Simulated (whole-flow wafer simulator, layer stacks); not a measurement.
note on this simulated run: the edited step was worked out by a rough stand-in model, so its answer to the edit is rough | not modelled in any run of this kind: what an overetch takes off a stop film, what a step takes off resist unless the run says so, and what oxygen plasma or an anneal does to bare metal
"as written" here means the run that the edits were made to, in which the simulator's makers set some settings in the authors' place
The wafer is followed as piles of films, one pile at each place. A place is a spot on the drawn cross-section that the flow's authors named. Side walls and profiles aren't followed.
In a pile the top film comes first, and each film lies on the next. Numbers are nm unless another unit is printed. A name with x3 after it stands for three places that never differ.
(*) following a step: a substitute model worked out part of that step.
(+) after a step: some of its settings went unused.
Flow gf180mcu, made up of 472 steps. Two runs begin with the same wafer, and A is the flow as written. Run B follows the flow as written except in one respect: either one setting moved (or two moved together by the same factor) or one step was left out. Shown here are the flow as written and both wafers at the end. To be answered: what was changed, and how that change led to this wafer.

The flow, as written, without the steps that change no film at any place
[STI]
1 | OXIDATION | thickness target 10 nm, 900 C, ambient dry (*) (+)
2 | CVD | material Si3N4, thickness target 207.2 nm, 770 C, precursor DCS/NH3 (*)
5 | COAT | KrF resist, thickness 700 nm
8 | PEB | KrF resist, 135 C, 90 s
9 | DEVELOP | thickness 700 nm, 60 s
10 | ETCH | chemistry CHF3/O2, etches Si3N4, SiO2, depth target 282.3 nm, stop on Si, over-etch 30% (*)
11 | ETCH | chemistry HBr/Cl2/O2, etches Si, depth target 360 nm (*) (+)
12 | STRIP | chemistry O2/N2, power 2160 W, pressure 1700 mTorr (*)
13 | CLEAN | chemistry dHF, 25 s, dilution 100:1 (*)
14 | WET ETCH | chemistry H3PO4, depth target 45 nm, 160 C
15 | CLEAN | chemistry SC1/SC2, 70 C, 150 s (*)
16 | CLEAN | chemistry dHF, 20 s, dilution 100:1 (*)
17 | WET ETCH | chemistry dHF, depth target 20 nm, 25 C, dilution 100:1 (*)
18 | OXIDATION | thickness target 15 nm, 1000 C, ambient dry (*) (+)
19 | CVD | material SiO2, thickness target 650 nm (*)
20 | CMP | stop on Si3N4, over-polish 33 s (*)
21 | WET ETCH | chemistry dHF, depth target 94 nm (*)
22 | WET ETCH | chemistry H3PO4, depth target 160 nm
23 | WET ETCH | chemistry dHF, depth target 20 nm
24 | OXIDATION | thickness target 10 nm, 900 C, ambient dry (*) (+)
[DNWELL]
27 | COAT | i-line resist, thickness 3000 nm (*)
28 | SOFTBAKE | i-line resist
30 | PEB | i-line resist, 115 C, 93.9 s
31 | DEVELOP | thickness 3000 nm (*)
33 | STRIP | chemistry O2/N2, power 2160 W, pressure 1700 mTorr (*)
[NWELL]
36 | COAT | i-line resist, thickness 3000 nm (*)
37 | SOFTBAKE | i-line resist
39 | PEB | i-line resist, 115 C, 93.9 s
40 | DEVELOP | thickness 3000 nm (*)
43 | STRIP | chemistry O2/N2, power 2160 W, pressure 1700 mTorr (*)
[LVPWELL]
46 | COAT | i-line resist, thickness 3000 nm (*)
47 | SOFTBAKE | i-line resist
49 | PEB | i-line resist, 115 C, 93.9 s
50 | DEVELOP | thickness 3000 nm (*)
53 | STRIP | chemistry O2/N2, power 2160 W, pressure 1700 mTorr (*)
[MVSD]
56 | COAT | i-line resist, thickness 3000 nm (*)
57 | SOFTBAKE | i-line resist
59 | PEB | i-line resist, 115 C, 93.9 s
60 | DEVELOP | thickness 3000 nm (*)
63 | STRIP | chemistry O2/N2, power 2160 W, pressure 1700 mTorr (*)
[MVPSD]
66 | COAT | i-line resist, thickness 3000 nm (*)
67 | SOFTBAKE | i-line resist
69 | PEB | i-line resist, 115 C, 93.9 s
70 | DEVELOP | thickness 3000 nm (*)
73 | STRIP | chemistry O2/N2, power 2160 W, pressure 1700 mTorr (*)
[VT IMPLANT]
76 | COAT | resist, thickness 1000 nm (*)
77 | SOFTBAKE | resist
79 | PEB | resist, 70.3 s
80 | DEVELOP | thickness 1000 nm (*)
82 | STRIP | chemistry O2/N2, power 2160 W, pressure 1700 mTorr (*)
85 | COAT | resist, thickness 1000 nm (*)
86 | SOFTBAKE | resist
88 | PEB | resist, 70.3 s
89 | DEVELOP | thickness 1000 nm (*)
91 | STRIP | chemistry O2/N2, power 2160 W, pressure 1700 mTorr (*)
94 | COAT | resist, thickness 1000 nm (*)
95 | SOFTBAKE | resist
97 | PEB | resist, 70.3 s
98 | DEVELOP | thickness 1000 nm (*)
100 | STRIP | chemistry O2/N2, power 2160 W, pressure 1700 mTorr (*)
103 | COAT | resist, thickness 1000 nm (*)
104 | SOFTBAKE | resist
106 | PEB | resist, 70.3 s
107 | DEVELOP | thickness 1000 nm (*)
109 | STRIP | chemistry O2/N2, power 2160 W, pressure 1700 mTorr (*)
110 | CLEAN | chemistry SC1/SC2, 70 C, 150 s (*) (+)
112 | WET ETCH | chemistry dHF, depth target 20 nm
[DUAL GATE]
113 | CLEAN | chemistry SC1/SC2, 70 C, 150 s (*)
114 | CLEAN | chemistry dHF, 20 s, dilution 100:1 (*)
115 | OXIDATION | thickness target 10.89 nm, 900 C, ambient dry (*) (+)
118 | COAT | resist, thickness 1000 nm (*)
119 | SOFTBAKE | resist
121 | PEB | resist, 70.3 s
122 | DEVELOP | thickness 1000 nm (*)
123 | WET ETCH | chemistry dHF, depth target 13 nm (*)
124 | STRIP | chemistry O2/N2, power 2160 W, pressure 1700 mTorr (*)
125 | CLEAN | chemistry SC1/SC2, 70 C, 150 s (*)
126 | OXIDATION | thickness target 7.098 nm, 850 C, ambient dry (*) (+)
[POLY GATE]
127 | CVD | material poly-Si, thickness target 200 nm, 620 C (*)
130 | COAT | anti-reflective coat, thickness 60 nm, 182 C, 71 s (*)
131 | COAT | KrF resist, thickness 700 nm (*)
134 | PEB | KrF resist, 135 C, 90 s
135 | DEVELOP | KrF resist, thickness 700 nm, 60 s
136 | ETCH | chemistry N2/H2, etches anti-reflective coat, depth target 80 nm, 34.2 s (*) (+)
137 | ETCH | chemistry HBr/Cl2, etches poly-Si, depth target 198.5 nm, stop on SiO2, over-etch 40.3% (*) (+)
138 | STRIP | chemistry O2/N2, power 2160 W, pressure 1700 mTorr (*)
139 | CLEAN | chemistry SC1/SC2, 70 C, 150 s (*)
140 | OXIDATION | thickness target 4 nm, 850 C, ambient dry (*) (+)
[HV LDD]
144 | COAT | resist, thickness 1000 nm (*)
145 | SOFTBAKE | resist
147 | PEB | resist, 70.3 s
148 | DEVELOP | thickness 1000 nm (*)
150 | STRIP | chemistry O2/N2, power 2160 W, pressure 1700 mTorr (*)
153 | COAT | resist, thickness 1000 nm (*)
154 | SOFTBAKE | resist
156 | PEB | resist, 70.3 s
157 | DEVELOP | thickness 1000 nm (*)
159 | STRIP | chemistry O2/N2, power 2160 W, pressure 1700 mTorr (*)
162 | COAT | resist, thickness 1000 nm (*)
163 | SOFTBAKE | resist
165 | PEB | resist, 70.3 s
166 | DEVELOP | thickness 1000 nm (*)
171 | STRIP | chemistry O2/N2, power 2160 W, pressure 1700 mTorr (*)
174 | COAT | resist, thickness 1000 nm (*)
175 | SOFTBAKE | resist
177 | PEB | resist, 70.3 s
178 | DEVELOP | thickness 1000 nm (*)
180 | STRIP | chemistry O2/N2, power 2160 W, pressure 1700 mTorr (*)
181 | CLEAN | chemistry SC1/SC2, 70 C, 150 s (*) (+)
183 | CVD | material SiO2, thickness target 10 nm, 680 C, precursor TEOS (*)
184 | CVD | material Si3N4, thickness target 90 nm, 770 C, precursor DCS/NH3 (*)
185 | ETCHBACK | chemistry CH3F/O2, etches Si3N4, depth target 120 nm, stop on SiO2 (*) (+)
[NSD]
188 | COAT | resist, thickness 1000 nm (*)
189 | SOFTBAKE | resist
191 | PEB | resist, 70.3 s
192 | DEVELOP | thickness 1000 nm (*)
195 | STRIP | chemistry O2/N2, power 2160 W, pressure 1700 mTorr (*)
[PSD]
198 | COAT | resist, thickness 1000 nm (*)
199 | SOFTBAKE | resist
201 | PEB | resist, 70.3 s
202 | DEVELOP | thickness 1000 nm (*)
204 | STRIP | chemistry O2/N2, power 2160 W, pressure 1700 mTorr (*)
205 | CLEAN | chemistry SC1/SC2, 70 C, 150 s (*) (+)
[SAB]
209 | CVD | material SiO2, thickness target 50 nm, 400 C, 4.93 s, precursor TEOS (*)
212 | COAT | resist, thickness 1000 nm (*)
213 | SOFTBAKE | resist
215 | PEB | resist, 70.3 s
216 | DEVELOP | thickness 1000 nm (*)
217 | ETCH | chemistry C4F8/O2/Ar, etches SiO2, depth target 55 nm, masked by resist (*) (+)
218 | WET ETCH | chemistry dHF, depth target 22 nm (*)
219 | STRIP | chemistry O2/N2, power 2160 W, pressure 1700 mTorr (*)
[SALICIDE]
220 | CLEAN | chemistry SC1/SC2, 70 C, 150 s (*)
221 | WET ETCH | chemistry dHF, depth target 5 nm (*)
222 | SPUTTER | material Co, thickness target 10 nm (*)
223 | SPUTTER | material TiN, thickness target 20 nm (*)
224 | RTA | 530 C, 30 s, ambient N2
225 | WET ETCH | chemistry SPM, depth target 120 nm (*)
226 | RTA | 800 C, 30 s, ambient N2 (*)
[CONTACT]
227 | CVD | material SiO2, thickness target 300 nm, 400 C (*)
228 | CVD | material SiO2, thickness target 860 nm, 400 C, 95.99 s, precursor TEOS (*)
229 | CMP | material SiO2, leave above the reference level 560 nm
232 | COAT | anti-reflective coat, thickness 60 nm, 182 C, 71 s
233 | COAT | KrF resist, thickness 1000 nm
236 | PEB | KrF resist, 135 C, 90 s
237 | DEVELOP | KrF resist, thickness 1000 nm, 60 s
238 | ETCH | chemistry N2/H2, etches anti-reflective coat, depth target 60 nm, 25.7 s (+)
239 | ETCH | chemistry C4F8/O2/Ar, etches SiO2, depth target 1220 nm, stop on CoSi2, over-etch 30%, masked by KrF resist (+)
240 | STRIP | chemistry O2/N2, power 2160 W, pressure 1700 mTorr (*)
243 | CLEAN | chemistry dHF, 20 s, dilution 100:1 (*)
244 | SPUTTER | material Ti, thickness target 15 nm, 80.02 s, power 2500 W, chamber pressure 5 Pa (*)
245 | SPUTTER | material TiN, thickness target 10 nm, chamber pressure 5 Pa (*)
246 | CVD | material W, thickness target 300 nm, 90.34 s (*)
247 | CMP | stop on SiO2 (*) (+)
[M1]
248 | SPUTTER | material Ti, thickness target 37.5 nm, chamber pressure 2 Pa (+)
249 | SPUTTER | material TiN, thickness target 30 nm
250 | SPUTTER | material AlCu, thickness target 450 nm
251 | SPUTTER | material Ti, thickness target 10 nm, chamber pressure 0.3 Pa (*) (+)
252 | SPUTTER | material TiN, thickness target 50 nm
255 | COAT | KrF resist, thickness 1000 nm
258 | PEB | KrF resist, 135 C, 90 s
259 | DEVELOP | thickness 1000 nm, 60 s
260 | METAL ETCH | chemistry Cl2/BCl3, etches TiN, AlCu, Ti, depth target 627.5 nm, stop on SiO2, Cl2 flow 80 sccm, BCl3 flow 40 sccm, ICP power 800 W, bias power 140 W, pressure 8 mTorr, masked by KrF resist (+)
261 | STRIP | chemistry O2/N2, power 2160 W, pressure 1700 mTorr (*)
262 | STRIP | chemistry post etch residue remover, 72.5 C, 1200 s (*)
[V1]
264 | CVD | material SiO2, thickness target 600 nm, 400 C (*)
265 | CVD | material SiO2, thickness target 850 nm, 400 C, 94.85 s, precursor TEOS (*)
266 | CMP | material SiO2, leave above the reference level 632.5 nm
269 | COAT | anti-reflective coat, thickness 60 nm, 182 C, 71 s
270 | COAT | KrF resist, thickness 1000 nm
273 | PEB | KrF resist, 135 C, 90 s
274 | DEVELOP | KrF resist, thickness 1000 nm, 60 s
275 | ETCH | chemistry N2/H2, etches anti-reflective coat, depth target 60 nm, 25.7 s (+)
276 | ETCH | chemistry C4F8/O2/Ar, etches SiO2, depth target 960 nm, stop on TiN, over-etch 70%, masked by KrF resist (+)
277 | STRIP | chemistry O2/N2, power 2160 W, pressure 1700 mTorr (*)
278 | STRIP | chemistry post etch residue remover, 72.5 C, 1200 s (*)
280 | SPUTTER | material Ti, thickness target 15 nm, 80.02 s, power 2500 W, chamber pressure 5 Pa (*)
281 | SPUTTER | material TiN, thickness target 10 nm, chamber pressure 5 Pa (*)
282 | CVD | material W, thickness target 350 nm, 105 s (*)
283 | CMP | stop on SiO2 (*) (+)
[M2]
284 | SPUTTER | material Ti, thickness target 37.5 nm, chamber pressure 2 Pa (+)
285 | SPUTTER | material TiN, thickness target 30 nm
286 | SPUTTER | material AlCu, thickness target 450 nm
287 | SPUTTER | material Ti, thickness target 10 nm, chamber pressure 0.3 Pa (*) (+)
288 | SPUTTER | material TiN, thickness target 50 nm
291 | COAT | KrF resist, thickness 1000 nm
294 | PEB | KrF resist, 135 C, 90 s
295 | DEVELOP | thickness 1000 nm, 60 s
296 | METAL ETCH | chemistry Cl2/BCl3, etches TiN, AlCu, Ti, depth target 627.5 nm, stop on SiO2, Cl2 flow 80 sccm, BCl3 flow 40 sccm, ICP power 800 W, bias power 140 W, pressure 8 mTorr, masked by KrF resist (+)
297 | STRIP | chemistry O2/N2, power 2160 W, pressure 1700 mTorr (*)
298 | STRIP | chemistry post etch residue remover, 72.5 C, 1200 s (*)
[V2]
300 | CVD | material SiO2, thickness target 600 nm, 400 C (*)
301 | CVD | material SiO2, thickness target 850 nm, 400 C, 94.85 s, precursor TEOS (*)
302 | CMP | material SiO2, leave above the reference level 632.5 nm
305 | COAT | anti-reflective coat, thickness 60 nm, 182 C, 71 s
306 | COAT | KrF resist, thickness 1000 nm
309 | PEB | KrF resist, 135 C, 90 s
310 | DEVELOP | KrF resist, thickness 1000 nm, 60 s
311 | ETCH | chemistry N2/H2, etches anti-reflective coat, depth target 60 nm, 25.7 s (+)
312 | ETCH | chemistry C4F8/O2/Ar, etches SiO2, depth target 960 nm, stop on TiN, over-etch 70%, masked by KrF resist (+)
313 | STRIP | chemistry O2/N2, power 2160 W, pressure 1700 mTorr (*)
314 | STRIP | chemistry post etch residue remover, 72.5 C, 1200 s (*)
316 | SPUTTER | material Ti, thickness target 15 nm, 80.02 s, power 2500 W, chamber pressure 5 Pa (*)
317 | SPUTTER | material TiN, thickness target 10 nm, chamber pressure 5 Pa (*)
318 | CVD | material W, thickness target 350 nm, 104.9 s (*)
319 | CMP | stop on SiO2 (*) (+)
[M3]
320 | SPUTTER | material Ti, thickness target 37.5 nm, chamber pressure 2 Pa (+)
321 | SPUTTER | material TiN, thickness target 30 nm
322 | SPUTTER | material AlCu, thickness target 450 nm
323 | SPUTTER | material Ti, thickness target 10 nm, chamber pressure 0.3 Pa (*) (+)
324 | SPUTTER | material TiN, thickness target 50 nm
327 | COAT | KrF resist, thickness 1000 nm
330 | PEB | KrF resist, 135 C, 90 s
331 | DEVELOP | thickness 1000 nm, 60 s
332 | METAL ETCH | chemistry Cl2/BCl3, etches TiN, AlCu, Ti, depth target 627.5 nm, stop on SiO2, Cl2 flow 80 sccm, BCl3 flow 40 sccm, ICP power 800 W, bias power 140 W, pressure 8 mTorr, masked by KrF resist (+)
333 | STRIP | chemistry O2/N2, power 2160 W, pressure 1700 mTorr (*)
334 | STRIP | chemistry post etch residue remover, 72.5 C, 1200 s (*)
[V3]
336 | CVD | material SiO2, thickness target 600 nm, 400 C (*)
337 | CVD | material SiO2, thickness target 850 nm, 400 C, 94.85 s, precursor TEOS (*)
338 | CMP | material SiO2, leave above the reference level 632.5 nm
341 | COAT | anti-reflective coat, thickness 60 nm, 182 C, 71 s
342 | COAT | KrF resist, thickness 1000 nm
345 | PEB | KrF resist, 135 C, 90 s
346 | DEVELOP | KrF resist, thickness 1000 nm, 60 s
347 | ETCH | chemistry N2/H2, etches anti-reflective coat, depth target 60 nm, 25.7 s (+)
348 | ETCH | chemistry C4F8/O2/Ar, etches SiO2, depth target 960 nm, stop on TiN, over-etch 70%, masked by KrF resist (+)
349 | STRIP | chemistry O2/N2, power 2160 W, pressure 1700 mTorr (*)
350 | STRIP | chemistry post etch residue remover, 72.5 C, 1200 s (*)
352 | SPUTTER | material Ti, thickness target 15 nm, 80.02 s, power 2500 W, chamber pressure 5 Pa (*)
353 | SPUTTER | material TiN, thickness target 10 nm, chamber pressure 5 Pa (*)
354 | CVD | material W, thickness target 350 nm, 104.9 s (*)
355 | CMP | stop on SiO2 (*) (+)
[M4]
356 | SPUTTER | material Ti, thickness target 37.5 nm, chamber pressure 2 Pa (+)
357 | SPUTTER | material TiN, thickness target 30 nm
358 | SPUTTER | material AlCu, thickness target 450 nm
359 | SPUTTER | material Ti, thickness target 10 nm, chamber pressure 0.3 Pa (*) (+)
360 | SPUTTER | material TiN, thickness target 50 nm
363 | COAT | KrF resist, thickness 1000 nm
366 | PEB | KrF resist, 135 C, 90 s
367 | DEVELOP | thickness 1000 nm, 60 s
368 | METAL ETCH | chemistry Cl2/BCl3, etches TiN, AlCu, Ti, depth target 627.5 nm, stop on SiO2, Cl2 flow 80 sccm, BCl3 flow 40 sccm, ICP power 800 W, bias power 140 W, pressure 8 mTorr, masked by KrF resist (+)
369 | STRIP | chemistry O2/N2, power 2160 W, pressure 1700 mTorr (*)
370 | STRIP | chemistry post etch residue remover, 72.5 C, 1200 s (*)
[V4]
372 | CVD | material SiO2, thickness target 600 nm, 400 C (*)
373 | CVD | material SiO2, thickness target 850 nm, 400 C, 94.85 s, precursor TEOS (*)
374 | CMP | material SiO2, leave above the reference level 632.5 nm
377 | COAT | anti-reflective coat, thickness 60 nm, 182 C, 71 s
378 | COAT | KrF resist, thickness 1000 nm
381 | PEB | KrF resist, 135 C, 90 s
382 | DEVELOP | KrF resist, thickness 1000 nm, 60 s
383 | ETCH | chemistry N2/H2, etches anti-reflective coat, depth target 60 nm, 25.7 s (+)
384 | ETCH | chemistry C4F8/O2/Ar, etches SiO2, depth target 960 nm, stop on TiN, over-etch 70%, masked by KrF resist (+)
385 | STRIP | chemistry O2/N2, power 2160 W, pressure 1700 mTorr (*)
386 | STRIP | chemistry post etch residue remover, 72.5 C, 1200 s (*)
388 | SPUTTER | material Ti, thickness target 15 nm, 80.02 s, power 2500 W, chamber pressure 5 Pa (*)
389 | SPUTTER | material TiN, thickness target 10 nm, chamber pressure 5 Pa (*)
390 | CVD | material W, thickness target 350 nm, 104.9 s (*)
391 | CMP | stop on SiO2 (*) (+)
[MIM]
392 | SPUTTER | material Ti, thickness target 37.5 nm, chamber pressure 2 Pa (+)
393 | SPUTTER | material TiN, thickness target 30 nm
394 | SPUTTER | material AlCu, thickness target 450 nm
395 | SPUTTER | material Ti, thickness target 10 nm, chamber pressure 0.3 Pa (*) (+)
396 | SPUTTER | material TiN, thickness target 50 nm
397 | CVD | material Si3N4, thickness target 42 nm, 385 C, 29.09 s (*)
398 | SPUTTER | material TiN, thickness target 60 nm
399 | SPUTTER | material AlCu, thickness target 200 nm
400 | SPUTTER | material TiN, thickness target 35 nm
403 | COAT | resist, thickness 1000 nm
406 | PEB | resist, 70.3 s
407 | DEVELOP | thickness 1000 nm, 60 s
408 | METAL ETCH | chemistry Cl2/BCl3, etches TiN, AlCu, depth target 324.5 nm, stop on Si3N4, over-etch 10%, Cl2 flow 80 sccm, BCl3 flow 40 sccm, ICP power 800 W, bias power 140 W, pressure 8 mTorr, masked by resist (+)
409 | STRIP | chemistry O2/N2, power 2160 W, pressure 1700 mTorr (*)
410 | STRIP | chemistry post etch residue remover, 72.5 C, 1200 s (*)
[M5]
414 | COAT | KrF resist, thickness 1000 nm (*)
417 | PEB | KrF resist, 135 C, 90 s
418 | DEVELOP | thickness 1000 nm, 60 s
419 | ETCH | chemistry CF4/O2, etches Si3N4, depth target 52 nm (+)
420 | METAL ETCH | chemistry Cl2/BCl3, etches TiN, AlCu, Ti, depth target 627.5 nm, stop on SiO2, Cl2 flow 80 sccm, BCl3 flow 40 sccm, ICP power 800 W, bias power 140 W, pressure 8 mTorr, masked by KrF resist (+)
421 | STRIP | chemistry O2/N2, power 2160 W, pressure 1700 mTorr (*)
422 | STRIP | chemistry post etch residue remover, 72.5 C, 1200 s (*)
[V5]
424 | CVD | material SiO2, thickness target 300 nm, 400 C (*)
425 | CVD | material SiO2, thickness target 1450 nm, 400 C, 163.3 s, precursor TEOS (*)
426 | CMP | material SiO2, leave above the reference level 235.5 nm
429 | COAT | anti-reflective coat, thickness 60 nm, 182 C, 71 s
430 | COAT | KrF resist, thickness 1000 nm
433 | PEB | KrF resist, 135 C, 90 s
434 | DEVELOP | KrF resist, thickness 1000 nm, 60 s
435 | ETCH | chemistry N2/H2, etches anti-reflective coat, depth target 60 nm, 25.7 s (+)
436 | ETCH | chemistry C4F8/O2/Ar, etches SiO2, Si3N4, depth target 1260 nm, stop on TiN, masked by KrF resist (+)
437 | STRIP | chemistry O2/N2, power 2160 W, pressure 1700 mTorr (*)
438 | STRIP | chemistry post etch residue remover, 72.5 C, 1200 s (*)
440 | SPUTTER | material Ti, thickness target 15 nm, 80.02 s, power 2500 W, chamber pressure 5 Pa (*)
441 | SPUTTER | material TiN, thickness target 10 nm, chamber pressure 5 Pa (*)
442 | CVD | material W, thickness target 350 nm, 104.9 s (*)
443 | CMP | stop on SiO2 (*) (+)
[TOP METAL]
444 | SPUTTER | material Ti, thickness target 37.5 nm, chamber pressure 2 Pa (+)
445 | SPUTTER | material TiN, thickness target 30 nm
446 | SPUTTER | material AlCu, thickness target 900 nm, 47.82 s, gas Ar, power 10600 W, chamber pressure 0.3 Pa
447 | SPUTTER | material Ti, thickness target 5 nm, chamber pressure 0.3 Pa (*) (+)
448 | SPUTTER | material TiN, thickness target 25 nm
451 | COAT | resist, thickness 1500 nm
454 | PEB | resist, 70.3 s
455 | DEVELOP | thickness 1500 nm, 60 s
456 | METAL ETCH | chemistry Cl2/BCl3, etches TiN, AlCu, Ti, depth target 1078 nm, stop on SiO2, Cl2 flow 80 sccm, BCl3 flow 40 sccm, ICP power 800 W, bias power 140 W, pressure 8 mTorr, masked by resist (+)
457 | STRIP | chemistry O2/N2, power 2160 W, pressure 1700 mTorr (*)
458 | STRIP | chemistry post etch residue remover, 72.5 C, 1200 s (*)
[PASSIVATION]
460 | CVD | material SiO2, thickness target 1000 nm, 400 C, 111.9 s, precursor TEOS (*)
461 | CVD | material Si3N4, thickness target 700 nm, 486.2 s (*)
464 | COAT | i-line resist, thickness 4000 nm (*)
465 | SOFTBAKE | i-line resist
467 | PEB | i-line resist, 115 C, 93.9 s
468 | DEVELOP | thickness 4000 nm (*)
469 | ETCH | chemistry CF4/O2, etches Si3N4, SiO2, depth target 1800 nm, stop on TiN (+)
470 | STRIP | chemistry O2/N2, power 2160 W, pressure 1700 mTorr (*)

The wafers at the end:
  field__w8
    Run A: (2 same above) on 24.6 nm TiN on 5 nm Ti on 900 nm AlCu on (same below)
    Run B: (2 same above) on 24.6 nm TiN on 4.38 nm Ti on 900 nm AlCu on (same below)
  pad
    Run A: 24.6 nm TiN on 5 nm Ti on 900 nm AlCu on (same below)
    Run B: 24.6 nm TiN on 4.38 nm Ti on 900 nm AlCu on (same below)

Cause: step 447, SPUTTER: thickness target 4.38 nm was run, while the flow as written has thickness target 5 nm.
One can read it off the wafer: field__w8 has Ti 4.38, and step 447 as written asks for 5 nm.

The path from the change to this, step by step:
  447 | SPUTTER | material Ti, thickness target 5 nm, chamber pressure 0.3 Pa (*) (+)
      field, field__w1, field__w2 and 109 more: A Ti gains 5 (new film) | B Ti gains 4.38 (new film)
  456 | METAL ETCH | chemistry Cl2/BCl3, etches TiN, AlCu, Ti, depth target 1078 nm, stop on SiO2, Cl2 flow 80 sccm, BCl3 flow 40 sccm, ICP power 800 W, bias power 140 W, pressure 8 mTorr, masked by resist (+)
      field, field__w1, field__w2 and 103 more: A TiN loses 25 (all of it), Ti loses 5 (all of it), AlCu loses 900 (all of it), TiN loses 30 (all of it), Ti loses 37.5 (all of it) | B TiN loses 25 (all of it), Ti loses 4.38 (all of it), AlCu loses 900 (all of it), TiN loses 30 (all of it), Ti loses 37.5 (all of it)
